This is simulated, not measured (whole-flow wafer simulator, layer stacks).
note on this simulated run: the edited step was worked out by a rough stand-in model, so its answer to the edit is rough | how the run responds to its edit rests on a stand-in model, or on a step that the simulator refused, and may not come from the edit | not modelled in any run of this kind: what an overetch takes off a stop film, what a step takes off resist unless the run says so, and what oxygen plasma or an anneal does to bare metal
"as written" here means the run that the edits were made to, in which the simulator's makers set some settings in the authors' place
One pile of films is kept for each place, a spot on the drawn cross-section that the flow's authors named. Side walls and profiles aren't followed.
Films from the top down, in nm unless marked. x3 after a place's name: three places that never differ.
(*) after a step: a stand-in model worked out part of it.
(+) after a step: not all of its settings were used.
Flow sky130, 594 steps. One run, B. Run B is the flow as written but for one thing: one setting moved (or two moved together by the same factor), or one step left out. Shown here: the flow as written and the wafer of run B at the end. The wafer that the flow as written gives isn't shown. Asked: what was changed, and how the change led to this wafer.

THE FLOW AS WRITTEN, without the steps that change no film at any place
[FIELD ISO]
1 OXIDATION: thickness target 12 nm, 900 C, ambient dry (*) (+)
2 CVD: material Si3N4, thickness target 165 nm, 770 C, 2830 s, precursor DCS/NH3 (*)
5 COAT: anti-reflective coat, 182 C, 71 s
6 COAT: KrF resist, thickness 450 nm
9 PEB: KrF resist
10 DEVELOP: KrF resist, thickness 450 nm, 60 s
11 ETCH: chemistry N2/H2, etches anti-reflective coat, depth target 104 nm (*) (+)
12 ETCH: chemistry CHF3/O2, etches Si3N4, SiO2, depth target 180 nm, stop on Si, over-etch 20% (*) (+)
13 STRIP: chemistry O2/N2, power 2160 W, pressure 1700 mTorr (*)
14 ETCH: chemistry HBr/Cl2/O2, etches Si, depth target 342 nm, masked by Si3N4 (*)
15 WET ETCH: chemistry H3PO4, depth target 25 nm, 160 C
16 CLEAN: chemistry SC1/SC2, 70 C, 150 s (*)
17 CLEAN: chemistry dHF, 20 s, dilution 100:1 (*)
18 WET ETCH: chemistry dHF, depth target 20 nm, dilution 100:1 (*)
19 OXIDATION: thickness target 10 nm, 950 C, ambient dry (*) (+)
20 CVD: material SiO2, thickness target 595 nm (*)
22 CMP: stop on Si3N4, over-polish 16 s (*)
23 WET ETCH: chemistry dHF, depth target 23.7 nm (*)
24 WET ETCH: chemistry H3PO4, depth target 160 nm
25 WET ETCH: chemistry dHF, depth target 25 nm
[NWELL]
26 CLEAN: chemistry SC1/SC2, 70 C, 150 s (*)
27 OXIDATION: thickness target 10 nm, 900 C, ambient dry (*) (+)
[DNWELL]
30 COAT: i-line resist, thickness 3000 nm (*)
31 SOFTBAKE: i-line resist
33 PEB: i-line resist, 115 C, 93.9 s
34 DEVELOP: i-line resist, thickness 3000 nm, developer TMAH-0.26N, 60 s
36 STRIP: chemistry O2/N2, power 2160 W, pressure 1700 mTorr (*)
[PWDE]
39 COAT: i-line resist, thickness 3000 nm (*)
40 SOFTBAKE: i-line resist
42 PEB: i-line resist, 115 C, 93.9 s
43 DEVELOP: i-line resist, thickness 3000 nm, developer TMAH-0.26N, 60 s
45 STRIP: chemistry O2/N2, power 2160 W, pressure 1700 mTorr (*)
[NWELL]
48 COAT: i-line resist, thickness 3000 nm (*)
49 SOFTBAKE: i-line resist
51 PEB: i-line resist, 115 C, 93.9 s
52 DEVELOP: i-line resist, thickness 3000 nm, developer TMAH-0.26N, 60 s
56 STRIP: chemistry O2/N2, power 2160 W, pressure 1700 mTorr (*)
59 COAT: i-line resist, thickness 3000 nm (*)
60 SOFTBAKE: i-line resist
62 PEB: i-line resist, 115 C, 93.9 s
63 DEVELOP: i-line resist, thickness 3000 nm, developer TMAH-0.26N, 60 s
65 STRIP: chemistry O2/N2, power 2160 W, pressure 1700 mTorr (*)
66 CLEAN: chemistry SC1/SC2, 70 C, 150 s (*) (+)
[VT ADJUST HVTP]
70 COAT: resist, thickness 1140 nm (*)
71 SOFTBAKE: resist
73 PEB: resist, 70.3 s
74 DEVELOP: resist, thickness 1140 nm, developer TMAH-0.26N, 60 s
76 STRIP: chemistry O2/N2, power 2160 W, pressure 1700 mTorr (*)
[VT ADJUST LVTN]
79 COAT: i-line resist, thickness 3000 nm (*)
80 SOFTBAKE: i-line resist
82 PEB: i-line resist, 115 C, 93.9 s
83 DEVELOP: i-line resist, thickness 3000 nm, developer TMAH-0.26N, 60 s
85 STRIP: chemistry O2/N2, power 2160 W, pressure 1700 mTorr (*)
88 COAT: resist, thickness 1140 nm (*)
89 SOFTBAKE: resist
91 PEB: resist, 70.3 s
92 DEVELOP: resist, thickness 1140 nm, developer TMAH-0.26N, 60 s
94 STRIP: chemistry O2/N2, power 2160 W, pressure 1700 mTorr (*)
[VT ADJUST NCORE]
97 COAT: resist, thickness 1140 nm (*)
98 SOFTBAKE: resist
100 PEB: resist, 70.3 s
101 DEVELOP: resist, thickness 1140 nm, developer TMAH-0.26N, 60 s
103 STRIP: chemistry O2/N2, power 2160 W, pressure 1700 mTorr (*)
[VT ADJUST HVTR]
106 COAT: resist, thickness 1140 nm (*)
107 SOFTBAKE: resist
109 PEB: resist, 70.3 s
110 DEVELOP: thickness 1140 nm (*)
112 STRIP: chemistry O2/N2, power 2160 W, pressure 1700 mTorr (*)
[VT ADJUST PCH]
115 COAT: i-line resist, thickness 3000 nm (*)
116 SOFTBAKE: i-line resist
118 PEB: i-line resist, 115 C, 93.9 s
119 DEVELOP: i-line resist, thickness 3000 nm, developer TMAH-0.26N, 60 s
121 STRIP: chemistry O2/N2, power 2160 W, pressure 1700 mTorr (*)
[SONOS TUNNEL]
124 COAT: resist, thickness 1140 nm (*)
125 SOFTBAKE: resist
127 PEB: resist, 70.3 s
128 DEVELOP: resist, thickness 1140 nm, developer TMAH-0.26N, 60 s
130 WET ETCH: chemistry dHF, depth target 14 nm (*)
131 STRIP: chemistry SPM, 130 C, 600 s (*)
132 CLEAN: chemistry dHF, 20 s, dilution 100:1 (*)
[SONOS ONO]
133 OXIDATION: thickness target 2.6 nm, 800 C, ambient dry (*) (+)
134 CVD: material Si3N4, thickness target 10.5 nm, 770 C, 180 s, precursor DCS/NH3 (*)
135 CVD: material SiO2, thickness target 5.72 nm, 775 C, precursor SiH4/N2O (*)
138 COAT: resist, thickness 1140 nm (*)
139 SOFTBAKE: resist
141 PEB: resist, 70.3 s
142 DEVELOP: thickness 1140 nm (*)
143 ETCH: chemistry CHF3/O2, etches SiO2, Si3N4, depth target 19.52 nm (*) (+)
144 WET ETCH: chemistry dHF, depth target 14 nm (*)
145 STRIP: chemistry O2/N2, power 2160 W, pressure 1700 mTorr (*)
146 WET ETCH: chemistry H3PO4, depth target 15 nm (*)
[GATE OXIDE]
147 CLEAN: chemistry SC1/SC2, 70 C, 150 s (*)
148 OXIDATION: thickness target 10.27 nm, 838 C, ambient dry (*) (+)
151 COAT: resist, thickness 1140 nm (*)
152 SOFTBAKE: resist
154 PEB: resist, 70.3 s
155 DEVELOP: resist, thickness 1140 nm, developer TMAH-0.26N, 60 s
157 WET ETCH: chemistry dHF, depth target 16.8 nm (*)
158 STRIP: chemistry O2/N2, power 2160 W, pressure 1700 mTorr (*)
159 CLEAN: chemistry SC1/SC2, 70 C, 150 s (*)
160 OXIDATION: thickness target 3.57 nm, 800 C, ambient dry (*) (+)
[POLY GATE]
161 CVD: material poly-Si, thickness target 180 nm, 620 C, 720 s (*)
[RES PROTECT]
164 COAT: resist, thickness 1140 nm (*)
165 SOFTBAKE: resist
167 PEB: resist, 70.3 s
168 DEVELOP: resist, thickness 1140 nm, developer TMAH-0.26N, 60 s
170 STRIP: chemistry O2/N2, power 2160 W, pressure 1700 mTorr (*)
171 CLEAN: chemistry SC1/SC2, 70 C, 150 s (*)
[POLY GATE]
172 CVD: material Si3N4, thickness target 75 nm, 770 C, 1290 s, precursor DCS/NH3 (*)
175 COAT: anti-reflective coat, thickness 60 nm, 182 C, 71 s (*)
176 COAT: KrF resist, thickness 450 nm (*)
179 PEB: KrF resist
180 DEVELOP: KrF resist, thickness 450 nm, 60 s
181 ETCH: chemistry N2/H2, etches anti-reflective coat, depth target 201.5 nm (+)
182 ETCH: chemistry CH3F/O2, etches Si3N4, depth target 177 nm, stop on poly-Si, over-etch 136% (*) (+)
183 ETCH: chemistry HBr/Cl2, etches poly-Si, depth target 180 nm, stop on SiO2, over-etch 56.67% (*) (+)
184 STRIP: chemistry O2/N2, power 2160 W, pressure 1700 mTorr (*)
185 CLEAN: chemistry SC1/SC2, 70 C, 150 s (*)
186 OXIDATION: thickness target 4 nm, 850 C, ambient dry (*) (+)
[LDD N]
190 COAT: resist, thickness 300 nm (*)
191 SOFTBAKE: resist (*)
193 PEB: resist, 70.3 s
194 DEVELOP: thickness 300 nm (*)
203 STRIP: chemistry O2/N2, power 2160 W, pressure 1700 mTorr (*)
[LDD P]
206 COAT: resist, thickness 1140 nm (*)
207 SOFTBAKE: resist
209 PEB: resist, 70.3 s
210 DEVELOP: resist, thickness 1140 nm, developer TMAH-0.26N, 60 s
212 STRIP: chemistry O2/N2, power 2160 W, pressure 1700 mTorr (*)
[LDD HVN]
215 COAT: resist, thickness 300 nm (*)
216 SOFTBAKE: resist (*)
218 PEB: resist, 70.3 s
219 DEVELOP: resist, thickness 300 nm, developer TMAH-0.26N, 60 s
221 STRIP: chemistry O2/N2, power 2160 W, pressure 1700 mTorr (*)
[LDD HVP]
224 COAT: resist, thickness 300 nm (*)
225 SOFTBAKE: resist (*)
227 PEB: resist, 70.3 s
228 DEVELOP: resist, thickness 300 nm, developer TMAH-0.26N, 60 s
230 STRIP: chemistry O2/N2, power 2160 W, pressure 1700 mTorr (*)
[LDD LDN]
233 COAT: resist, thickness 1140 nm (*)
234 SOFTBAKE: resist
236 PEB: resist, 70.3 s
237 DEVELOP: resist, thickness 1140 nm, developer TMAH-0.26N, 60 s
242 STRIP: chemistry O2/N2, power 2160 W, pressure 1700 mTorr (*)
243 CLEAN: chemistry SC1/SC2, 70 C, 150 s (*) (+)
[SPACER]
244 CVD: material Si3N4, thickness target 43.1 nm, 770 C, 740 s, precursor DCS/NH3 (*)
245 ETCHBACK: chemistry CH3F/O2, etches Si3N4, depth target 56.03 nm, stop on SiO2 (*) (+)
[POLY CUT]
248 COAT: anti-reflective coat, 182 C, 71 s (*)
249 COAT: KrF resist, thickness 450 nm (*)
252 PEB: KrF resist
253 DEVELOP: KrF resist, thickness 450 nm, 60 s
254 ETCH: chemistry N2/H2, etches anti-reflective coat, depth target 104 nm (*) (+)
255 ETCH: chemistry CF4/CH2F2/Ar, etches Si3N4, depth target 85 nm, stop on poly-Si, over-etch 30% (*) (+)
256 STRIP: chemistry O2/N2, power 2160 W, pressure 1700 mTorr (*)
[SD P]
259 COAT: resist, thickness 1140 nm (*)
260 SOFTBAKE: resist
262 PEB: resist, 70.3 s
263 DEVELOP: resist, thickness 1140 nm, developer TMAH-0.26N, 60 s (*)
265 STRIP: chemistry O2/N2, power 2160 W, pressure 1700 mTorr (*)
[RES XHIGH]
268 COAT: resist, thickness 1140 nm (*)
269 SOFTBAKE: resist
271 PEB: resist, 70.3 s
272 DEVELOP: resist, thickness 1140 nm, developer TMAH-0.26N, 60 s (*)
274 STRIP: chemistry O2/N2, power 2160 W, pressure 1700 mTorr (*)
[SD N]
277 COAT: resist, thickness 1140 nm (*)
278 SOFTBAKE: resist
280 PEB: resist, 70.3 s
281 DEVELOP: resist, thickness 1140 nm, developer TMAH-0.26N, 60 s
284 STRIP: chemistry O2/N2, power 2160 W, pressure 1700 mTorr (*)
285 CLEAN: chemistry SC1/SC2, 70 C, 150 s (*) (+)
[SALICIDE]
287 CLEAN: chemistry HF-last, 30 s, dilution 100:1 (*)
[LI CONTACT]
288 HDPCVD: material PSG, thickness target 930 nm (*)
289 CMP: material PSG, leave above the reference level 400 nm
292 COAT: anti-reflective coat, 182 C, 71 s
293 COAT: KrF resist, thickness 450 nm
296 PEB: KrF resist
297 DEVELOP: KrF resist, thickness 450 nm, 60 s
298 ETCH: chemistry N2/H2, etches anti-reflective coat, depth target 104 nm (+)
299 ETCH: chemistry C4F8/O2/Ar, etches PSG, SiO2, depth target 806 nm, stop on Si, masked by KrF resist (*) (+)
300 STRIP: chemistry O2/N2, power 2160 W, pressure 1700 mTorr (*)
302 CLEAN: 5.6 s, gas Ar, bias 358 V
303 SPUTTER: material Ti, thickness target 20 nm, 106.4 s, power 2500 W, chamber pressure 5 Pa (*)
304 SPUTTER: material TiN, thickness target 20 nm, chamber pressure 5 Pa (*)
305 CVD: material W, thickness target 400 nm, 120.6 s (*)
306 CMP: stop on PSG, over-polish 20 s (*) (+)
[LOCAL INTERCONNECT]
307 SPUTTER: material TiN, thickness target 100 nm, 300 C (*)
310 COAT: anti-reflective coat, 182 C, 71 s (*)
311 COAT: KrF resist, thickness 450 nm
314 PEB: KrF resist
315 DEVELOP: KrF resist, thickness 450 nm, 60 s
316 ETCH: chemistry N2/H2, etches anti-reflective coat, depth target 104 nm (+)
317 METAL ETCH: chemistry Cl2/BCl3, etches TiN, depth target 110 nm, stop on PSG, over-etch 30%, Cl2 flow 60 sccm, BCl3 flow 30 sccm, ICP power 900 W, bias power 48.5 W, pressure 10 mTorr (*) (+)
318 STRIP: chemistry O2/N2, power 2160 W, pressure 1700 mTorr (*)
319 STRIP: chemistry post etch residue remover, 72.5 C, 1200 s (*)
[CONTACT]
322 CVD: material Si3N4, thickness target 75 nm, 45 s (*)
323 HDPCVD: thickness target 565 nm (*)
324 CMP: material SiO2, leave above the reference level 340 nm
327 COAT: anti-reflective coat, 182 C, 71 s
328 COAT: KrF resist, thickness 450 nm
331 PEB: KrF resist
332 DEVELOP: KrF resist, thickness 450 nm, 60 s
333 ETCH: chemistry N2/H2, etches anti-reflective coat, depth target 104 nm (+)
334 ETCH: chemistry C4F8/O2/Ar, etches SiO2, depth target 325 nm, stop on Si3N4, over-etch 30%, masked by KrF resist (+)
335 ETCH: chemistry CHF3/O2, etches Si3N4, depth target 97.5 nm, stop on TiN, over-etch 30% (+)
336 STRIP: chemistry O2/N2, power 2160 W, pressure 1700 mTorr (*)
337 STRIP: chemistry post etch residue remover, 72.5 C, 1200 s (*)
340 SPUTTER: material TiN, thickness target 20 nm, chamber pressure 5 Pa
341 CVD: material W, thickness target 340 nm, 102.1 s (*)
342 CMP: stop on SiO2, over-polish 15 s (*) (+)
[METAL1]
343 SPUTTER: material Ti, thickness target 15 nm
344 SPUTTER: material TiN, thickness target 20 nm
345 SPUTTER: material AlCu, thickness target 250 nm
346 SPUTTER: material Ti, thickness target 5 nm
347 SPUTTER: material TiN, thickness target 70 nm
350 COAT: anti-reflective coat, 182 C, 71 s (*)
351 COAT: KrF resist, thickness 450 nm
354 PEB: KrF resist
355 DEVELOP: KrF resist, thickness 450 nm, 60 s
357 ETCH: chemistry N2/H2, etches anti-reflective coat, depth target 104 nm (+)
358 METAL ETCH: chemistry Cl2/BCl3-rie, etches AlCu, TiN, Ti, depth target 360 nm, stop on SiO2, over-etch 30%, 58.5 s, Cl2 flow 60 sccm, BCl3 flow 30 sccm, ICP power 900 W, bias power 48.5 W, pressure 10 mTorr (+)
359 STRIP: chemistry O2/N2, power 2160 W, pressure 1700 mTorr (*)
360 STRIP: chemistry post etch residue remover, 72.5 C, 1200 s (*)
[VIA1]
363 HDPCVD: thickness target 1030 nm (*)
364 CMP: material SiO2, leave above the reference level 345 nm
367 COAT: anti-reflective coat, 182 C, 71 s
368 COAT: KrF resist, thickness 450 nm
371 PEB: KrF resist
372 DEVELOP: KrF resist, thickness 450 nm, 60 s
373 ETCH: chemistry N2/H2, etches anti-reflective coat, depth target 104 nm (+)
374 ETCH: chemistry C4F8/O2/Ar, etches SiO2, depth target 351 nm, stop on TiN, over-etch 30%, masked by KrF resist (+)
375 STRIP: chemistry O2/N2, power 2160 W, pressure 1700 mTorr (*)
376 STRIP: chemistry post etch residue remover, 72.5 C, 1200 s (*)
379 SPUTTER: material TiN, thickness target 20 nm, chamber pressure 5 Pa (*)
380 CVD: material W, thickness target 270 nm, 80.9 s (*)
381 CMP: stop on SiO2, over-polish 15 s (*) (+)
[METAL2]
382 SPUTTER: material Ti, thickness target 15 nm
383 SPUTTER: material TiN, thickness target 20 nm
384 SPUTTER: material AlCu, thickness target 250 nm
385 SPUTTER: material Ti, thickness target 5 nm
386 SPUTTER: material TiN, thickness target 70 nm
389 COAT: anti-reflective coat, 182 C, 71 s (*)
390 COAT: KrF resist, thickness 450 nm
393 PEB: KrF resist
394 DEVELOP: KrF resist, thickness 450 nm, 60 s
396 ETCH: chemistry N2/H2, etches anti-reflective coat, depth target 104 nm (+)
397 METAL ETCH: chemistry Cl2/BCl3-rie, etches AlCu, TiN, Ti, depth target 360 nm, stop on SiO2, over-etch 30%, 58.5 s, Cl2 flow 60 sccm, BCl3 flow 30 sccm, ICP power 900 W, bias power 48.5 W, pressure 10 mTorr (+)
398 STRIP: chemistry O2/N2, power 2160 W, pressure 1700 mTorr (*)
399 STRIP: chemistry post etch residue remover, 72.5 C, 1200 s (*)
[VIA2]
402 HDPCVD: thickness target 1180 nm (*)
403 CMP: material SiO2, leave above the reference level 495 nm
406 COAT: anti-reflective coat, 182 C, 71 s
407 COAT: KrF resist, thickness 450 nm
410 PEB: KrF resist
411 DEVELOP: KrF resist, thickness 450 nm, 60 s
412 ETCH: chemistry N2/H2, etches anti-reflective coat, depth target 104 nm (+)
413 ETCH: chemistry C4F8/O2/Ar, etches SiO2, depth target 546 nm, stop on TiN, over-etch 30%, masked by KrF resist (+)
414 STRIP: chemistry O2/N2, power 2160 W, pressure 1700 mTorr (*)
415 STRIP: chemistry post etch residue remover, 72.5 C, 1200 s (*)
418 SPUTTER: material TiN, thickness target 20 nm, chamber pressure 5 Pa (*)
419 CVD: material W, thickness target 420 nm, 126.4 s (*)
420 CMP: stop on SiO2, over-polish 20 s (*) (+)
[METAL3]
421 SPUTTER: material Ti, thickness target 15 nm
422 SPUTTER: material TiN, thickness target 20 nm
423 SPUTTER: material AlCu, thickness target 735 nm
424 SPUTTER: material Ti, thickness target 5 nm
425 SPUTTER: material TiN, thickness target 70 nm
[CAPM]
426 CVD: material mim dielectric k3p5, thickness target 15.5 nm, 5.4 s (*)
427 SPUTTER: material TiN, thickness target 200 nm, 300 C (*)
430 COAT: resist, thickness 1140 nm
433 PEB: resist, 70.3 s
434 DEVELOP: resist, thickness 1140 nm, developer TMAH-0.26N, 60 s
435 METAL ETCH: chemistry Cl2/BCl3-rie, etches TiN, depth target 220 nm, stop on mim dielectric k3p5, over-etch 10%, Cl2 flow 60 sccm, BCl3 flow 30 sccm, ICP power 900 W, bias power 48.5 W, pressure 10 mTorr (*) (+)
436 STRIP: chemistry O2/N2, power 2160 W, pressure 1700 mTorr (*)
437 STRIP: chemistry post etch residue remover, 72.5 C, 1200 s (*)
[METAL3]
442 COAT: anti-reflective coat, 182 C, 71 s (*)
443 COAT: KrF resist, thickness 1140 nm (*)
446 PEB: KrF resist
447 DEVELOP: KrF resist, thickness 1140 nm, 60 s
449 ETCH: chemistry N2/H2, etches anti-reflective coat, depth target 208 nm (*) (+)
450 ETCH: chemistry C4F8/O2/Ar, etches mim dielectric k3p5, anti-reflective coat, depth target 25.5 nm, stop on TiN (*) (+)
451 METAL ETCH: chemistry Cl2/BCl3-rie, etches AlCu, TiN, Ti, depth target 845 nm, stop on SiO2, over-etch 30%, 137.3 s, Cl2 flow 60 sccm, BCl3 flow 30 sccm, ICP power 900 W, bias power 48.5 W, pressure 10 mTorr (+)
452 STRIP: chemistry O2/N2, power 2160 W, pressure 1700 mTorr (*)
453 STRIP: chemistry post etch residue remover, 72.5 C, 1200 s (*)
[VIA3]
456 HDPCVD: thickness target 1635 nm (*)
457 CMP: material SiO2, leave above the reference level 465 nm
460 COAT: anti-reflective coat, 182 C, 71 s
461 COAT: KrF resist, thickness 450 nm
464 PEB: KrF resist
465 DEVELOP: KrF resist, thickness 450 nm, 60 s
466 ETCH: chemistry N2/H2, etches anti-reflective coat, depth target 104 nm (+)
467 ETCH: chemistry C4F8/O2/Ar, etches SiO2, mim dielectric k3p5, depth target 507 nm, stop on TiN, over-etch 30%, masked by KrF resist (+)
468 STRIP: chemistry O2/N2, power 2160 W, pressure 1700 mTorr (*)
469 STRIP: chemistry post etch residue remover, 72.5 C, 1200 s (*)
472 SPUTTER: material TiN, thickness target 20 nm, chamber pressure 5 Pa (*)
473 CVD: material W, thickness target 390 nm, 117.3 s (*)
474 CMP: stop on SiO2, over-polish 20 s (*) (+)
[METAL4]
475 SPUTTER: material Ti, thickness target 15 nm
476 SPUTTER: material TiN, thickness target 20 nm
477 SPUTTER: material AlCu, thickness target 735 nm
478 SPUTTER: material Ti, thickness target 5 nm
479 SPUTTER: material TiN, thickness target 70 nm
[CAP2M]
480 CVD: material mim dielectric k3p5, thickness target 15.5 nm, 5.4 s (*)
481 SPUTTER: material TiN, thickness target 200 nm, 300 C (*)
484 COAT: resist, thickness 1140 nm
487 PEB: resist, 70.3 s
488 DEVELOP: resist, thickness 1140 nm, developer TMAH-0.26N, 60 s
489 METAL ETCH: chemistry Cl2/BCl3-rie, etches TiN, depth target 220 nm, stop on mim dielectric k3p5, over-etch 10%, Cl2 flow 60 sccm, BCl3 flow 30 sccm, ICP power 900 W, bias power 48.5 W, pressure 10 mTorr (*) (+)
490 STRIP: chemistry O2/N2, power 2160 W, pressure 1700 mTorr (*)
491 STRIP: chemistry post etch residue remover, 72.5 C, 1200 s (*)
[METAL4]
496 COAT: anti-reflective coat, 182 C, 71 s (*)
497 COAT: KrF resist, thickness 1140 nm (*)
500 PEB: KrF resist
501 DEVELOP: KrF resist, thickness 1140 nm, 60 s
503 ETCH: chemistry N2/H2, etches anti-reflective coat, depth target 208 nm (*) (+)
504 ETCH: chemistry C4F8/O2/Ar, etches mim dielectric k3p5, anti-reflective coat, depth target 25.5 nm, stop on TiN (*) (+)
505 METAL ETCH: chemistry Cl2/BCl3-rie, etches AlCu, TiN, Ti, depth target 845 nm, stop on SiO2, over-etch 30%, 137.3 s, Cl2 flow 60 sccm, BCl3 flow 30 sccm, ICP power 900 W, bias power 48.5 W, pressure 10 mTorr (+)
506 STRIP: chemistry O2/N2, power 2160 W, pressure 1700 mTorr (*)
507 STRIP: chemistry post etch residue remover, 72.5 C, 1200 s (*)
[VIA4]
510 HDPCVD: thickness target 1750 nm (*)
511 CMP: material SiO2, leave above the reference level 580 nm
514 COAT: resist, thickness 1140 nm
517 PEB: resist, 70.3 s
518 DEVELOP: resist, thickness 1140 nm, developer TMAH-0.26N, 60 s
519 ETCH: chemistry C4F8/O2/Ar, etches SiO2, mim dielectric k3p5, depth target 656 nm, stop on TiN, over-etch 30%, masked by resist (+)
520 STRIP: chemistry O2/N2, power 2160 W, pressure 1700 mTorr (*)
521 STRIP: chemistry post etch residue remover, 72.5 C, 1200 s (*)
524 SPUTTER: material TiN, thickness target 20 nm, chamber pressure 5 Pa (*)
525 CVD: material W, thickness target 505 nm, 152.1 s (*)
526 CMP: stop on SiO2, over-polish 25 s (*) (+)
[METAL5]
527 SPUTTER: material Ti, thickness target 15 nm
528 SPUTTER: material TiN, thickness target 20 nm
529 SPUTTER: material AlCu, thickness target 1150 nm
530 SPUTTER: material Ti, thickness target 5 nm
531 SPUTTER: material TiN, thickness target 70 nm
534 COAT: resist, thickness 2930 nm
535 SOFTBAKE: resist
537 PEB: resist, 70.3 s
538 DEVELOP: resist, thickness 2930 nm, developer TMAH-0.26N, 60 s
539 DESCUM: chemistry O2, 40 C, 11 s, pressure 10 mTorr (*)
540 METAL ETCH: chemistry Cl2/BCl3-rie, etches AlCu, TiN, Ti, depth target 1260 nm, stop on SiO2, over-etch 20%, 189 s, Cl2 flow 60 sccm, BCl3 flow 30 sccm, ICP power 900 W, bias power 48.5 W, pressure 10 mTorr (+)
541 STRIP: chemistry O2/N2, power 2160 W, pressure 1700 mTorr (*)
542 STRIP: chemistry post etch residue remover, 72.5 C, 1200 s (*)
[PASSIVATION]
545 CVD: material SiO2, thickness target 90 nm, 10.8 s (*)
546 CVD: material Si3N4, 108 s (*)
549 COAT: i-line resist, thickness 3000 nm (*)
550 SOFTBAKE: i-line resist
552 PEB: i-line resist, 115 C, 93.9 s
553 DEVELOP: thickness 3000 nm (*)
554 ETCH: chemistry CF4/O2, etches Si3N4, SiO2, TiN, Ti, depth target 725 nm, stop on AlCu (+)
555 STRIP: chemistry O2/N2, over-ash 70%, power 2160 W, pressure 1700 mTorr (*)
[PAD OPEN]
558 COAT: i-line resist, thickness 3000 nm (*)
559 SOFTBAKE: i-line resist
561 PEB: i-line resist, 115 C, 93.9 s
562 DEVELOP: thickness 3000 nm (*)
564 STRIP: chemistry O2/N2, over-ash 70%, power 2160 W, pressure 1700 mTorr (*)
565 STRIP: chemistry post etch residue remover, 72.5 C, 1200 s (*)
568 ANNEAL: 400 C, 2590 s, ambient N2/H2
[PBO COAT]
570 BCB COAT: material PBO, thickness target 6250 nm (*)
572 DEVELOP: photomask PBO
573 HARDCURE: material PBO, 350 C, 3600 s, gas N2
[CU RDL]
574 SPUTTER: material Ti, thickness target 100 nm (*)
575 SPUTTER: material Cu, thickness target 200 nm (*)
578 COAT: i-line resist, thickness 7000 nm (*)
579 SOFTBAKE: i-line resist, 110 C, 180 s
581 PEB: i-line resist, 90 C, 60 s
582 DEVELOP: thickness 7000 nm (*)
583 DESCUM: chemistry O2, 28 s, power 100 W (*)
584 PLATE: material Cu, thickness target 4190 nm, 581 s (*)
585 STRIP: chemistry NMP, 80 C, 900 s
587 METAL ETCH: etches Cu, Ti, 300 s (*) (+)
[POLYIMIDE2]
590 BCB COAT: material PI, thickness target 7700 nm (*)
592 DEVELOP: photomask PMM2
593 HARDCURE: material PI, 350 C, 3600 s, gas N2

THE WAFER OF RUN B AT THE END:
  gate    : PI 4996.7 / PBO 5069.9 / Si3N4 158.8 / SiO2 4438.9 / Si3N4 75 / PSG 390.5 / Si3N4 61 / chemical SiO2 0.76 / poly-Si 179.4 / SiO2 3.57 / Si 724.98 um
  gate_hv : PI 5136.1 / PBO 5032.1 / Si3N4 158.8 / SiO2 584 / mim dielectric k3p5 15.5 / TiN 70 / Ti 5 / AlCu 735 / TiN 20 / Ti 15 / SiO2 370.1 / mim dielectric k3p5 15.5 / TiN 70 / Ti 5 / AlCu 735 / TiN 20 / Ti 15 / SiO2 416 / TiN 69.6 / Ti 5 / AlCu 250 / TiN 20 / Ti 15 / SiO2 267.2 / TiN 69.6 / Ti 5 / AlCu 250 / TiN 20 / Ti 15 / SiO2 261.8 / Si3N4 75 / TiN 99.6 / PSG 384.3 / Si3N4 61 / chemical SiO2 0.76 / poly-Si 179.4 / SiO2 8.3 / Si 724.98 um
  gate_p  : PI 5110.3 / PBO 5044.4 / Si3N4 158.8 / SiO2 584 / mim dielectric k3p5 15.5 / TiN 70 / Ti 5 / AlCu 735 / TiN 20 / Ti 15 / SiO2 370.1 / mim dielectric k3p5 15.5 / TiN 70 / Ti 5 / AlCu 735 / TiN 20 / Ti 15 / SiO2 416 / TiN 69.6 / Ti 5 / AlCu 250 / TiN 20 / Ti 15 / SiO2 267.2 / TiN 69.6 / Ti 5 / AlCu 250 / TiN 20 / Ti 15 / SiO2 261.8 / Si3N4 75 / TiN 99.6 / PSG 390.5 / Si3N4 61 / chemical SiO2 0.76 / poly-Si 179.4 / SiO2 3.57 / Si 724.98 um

The cause: step 148, OXIDATION: thickness target 7.701 nm was run, where the flow has thickness target 10.27 nm.

How the change led to this, step by step:
  148 OXIDATION: thickness target 10.27 nm, 838 C, ambient dry (*) (+)
      active, n_well, p_well and 98 more: SiO2 +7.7 (new film), chemical SiO2 -0.76 (all of it), Si -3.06 (as written it would be: SiO2 +10.3 (new film), chemical SiO2 -0.76 (all of it), Si -4.18)
  157 WET ETCH: chemistry dHF, depth target 16.8 nm (*)
      active, n_well, p_well and 58 more: SiO2 -7.7 (all of it) (as written it would be: SiO2 -10.3 (all of it))
  248 COAT: anti-reflective coat, 182 C, 71 s (*)
      iso_pw_fox: anti-reflective coat +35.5 (new film) (as written it would be: anti-reflective coat +36.5 (new film))
  256 STRIP: chemistry O2/N2, power 2160 W, pressure 1700 mTorr (*)
      iso_pw_fox: KrF resist -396 (all of it), anti-reflective coat -35.5 (all of it) (as written it would be: KrF resist -395.6 (all of it), anti-reflective coat -36.5 (all of it))
  306 CMP: stop on PSG, over-polish 20 s (*) (+)
      poly_licon: W -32 (as written it would be: W -33.3)
